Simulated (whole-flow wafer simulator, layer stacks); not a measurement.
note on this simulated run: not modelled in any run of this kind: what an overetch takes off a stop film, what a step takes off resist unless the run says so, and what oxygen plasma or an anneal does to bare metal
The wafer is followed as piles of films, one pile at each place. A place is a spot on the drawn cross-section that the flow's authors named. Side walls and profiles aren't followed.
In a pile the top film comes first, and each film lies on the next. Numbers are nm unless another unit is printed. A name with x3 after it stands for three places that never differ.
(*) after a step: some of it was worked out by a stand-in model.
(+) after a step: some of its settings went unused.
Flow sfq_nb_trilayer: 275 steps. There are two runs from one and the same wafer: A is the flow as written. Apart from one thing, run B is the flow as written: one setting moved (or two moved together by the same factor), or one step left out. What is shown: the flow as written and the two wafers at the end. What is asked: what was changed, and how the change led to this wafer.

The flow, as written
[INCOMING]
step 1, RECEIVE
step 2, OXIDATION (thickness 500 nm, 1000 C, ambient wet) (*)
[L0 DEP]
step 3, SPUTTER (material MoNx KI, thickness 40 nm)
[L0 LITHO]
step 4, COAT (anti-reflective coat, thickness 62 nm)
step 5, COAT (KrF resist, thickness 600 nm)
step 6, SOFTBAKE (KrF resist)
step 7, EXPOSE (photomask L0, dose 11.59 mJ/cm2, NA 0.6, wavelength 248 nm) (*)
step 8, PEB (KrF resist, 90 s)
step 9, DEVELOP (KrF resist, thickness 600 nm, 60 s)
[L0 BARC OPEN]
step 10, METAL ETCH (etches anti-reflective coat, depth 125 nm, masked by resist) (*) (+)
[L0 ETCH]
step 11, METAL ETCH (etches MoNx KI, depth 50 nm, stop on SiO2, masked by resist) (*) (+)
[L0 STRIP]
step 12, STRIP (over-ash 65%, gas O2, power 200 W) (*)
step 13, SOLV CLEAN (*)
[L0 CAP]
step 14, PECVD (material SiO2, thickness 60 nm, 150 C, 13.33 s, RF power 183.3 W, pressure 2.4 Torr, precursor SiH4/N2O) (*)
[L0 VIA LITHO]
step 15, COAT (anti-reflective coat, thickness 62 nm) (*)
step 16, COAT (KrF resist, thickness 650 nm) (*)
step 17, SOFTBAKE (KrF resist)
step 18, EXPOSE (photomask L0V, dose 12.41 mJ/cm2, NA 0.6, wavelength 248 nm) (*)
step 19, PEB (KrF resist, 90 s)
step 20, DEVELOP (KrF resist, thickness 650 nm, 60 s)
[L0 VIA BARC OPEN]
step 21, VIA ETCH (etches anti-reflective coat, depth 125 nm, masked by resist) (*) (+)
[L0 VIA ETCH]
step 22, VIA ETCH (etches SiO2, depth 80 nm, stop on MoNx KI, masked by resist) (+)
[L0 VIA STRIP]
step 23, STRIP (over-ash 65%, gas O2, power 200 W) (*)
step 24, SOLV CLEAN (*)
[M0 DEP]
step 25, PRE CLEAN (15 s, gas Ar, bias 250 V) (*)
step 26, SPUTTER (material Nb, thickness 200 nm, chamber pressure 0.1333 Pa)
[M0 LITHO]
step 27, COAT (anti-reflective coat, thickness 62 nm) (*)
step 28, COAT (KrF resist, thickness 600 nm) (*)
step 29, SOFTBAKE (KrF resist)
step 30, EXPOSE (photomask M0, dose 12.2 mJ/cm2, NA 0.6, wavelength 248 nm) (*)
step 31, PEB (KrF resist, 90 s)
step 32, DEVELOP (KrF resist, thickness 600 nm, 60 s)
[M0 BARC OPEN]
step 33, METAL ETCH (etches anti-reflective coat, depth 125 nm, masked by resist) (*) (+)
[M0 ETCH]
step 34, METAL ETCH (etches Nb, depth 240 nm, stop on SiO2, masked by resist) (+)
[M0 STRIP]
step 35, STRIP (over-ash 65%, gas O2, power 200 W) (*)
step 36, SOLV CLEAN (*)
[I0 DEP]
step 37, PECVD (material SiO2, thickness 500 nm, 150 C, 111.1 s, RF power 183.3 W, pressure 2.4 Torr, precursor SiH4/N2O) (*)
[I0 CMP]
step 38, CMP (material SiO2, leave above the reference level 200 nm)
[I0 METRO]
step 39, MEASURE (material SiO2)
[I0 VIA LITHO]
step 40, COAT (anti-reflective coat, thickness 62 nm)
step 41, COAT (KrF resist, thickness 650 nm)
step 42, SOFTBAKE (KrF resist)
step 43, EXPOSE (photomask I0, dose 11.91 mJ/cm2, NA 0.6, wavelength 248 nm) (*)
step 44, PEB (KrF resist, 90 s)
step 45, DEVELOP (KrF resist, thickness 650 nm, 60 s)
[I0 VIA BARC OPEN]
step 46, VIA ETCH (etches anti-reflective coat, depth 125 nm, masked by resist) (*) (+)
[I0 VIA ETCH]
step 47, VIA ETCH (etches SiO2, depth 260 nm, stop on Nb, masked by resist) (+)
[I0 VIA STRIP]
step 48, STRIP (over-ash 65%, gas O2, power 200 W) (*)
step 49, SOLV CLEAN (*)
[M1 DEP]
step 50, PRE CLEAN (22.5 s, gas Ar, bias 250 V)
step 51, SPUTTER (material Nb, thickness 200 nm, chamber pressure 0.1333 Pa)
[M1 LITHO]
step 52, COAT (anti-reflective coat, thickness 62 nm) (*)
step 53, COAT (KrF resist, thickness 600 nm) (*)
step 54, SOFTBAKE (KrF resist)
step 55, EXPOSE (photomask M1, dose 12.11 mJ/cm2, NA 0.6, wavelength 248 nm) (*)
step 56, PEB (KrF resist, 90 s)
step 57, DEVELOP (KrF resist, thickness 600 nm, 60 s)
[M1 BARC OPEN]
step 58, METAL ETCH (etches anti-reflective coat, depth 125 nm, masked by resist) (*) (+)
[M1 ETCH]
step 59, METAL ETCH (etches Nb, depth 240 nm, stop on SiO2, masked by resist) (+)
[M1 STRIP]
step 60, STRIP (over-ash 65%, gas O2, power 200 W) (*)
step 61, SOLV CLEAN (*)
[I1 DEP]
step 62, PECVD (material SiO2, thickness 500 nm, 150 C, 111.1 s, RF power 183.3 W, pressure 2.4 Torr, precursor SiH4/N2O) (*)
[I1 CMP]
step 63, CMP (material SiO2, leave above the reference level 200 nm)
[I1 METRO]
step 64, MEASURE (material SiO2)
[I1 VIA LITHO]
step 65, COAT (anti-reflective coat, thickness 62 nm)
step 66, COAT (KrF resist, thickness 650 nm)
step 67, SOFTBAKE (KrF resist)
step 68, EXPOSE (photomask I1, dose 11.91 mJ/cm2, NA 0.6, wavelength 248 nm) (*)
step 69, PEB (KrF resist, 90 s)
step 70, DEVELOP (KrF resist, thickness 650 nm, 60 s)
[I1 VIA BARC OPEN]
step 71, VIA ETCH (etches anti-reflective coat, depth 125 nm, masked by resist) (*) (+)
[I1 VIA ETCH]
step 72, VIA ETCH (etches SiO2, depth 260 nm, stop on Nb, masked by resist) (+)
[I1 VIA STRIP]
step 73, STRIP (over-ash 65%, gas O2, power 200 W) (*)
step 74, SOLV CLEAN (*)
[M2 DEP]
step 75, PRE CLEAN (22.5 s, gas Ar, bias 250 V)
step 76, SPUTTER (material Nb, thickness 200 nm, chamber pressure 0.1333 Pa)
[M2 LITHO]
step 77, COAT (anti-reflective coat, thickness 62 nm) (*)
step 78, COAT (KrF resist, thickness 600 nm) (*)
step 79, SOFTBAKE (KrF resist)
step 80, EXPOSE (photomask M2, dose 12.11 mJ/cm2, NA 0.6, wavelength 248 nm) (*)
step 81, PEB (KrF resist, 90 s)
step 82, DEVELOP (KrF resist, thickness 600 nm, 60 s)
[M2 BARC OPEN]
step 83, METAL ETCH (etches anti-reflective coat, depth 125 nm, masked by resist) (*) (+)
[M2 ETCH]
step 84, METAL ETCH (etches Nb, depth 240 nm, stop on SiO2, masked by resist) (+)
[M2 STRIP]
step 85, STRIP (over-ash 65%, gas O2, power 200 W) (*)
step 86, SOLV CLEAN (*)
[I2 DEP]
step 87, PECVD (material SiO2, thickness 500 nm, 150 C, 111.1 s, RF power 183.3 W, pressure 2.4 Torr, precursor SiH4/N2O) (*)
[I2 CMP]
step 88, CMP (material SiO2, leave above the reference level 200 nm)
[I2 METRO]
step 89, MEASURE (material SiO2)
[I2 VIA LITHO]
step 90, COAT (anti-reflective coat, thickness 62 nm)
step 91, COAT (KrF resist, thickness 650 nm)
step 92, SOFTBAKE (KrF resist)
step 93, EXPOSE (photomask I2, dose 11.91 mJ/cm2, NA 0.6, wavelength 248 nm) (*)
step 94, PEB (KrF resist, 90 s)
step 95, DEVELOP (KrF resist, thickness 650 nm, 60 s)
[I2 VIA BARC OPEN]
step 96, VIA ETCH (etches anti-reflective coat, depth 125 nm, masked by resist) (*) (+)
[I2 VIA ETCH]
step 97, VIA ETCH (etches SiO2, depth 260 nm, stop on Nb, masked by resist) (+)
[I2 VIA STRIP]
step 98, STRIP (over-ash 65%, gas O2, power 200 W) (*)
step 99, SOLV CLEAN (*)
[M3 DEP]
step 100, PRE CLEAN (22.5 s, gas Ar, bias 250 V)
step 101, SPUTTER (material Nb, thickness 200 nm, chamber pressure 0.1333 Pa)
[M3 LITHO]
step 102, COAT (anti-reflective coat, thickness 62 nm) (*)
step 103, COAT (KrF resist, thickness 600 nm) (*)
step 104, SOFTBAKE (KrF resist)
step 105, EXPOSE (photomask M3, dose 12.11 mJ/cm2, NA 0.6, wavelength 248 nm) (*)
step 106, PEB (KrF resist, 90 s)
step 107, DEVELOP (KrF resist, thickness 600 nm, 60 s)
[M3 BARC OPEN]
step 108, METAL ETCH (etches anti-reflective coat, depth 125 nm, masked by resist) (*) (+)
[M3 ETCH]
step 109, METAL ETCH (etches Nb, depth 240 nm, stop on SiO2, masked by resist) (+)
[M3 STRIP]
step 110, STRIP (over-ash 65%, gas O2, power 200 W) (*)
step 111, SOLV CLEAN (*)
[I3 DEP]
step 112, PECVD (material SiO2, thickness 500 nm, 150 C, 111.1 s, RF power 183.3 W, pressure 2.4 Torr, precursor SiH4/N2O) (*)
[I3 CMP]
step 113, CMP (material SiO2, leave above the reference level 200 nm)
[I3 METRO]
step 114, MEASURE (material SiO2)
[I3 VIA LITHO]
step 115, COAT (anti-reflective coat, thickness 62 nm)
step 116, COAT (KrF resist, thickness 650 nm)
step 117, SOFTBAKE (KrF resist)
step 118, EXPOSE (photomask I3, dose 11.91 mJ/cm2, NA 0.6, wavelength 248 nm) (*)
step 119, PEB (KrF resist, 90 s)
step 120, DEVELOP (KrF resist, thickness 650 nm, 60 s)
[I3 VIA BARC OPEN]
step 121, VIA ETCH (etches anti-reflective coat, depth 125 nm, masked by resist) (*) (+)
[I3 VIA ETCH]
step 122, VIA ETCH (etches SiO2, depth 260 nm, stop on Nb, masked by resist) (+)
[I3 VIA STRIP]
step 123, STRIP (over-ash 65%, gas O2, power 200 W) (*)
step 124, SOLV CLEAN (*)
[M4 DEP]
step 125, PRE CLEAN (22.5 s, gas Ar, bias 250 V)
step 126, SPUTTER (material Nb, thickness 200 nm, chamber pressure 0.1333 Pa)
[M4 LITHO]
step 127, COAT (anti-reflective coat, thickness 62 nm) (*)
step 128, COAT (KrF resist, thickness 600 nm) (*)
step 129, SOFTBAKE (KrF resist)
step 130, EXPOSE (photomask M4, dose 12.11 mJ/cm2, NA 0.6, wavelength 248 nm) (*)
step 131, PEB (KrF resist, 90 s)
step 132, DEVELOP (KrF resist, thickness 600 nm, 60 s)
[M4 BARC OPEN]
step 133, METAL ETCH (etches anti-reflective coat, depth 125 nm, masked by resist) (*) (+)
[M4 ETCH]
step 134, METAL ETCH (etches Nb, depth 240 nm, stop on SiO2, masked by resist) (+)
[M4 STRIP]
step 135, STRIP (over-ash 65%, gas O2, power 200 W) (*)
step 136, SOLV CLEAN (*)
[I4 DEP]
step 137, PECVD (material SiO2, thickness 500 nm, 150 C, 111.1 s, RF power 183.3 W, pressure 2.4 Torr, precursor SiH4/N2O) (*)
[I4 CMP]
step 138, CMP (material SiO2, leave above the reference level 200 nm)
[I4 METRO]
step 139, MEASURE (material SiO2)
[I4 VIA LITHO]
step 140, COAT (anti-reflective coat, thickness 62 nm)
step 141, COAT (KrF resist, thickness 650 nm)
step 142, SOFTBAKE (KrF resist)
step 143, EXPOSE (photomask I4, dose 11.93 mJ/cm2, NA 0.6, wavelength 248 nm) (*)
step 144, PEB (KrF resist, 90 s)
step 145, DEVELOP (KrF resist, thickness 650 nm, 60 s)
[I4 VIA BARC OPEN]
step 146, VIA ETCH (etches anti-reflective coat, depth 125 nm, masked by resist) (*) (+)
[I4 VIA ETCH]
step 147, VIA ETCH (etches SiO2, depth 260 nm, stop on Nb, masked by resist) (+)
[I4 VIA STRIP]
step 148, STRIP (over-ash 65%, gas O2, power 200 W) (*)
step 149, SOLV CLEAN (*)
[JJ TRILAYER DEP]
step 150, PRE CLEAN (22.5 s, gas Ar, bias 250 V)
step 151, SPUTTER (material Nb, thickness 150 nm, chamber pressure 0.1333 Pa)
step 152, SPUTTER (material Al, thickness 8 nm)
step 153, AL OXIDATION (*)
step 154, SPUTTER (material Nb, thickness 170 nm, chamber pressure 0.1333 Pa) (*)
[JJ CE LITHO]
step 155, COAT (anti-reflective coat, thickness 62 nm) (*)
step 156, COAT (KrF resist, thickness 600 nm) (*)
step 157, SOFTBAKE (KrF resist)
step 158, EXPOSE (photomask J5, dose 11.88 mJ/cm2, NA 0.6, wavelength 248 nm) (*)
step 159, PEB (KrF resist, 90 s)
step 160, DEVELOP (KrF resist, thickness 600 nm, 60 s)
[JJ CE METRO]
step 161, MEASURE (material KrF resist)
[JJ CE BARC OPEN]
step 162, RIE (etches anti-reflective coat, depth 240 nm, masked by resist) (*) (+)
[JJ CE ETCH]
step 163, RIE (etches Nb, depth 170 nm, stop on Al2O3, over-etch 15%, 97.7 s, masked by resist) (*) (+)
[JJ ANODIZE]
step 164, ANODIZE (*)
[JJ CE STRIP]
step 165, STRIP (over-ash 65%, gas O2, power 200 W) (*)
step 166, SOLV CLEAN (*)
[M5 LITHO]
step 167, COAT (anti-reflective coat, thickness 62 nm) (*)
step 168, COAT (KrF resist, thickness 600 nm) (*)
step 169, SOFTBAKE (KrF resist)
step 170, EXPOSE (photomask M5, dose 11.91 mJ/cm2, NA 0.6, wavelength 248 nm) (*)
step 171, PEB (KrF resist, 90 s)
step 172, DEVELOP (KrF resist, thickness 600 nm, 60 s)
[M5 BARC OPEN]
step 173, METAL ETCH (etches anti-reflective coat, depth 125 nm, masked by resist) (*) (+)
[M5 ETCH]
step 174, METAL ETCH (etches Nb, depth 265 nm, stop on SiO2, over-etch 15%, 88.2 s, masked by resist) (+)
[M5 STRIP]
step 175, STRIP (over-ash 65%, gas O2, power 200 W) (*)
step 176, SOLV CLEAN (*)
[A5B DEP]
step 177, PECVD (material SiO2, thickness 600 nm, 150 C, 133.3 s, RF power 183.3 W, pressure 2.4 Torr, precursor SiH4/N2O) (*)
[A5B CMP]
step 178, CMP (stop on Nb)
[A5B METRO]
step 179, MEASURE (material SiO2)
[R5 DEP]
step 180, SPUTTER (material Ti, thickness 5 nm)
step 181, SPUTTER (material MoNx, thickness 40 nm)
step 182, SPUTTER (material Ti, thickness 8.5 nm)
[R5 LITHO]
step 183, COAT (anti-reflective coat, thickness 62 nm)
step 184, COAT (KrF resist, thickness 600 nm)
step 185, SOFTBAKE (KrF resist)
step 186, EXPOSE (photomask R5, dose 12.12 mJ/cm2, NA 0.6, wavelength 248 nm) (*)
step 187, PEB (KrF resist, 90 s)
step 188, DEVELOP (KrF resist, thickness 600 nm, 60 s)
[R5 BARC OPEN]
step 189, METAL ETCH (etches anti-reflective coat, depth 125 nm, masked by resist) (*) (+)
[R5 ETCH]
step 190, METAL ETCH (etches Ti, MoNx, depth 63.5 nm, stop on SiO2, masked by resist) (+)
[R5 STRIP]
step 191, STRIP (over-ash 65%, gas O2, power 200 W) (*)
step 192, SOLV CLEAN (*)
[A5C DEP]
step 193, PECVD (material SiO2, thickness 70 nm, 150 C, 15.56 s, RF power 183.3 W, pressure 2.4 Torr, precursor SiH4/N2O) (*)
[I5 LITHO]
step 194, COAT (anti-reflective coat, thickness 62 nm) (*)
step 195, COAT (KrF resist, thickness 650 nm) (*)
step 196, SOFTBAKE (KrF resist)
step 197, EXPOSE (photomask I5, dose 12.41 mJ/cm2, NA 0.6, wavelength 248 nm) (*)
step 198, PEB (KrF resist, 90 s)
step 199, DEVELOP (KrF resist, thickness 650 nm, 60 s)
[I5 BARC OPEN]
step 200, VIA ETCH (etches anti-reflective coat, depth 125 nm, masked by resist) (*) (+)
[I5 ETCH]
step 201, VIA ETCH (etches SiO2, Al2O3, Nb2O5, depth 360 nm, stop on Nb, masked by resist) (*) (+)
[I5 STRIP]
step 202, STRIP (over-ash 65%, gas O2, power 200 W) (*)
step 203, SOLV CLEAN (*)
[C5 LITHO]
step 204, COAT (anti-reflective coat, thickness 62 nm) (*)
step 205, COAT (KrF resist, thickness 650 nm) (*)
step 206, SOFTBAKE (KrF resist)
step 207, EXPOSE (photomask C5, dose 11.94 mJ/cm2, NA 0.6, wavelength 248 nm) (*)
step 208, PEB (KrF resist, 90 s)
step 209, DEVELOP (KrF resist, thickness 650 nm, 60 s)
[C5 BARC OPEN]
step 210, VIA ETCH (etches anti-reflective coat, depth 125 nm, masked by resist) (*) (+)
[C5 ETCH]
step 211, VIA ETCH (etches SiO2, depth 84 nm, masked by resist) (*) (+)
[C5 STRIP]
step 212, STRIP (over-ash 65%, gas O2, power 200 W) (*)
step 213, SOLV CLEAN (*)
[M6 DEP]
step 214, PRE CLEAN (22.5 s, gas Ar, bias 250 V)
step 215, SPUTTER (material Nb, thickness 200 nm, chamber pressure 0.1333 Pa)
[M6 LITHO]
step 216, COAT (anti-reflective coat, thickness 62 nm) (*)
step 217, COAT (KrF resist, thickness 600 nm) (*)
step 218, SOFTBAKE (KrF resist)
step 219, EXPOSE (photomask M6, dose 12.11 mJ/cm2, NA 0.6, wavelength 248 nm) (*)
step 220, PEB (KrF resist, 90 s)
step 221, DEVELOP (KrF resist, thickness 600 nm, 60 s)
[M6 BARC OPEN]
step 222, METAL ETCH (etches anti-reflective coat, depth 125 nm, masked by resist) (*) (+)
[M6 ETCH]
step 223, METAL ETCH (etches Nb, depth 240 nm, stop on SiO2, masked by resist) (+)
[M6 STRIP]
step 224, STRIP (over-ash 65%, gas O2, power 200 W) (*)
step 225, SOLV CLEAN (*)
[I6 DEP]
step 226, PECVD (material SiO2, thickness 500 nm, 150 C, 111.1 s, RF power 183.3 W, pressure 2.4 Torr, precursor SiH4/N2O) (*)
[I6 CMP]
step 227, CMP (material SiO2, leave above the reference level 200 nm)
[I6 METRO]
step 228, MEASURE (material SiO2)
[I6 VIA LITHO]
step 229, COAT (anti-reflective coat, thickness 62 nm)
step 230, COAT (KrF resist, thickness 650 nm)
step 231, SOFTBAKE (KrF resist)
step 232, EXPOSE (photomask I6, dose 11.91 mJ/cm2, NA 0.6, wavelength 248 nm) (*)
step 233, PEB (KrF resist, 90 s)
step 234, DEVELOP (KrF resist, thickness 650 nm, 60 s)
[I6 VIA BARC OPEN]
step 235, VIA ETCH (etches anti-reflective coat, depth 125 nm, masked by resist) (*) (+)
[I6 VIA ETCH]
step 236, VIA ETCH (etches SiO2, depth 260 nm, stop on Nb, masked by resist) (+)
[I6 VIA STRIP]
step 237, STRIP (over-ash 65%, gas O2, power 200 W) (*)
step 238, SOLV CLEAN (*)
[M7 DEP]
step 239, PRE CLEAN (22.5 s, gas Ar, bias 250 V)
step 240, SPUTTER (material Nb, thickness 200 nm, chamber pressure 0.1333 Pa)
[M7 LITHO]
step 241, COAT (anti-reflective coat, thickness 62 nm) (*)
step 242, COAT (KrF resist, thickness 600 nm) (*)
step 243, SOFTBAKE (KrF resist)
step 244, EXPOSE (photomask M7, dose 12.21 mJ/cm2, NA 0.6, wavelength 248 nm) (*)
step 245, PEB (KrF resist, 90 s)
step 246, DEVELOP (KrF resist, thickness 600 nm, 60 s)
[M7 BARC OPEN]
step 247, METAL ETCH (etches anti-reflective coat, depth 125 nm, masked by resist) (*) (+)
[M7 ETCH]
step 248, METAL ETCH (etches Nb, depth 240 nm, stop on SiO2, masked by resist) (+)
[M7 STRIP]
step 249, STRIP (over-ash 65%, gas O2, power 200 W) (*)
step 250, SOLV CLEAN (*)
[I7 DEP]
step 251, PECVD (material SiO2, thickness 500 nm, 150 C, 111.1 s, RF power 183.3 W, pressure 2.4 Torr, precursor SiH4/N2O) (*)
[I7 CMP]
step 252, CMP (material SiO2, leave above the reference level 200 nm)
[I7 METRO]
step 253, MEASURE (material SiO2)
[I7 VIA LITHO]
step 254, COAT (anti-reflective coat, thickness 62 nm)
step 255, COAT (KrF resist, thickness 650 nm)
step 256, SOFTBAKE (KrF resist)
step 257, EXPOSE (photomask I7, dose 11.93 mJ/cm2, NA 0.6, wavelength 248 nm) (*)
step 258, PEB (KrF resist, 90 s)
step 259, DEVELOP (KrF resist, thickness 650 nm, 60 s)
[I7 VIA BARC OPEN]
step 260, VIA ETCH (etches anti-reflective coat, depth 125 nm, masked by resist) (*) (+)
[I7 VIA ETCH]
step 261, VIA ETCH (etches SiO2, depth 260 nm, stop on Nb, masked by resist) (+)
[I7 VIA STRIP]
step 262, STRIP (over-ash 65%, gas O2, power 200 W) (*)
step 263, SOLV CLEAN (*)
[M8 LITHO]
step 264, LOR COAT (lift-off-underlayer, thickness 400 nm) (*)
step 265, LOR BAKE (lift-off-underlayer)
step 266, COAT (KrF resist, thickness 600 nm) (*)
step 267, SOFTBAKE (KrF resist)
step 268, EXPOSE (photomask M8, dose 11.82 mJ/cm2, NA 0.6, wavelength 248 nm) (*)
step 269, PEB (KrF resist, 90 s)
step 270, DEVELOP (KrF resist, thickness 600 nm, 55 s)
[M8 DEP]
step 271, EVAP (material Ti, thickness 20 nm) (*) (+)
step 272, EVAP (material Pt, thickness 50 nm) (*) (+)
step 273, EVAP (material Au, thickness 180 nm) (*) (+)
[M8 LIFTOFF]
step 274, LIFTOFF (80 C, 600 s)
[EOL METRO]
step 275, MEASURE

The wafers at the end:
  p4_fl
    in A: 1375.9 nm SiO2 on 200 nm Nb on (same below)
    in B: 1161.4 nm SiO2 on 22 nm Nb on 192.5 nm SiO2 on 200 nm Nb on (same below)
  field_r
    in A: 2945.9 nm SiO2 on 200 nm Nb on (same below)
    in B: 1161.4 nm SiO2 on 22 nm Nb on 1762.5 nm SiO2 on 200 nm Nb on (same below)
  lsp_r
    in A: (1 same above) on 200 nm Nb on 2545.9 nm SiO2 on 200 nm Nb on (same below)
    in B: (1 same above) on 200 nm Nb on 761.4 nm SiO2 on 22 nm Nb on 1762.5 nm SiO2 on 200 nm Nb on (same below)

What caused this: step 174, METAL ETCH: depth 139 nm was run, while the flow as written has depth 265 nm; step 174, METAL ETCH: 46.3 s was run, where the flow has 88.2 s.

How this came from the change, step by step:
  step 174, METAL ETCH (etches Nb, depth 265 nm, stop on SiO2, over-etch 15%, 88.2 s, masked by resist) (+)
      field_l, r_sur, res and 50 more: A Al2O3 loses 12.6 (all of it), Nb2O5 loses 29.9 (all of it), Nb loses 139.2 (all of it), SiO2 loses 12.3 | B Al2O3 loses 12.6 (all of it), Nb2O5 loses 29.9 (all of it), Nb loses 117.3
      v_sur, via_wl, via_w and 50 more: A KrF resist loses 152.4 | B KrF resist loses 79.9
  step 175, STRIP (over-ash 65%, gas O2, power 200 W) (*)
      l0r_line_l, l0r_line_c, l0r_space_c and 27 more: A KrF resist loses 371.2 (all of it), anti-reflective coat loses 62 (all of it) | B KrF resist loses 443.6 (all of it), anti-reflective coat loses 62 (all of it)
      v_sur: A KrF resist loses 349.2 (all of it), anti-reflective coat loses 44.9 (all of it) | B KrF resist loses 421.6 (all of it), anti-reflective coat loses 44.9 (all of it)
      (and at 22 other places as well)
  step 177, PECVD (material SiO2, thickness 600 nm, 150 C, 133.3 s, RF power 183.3 W, pressure 2.4 Torr, precursor SiH4/N2O) (*)
      field_l, p4_fl, p4_fm and 39 more: A SiO2 gains 600 | B SiO2 gains 600 (new film)
      r_sur, res, r_end, moat, field_r, lsp_l: A SiO2 gains 592.9 | B SiO2 gains 600 (new film)
      (and at 5 other places as well)
  step 178, CMP (stop on Nb)
      field_l, p4_fl, p4_fm and 39 more: A SiO2 loses 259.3 | B SiO2 loses 293.6
      r_sur, res, r_end, moat, field_r, lsp_l: A SiO2 loses 252.3 | B SiO2 loses 293.6
      (and at 5 other places as well)
With metal films that touch counted as one body, p4_fl has 3 bodies (between them, from the top down: SiO2 192.5; SiO2 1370); the flow as written gives 2 bodies (between them, from the top down: SiO2 1370).
With metal films that touch counted as one body, field_r has 2 bodies (between them, from the top down: SiO2 1762.5); the flow as written gives 1 body.
With metal films that touch counted as one body, lsp_r has 3 bodies (between them, from the top down: SiO2 761.4; SiO2 1762.5); the flow as written gives 2 bodies (between them, from the top down: SiO2 2545.9).
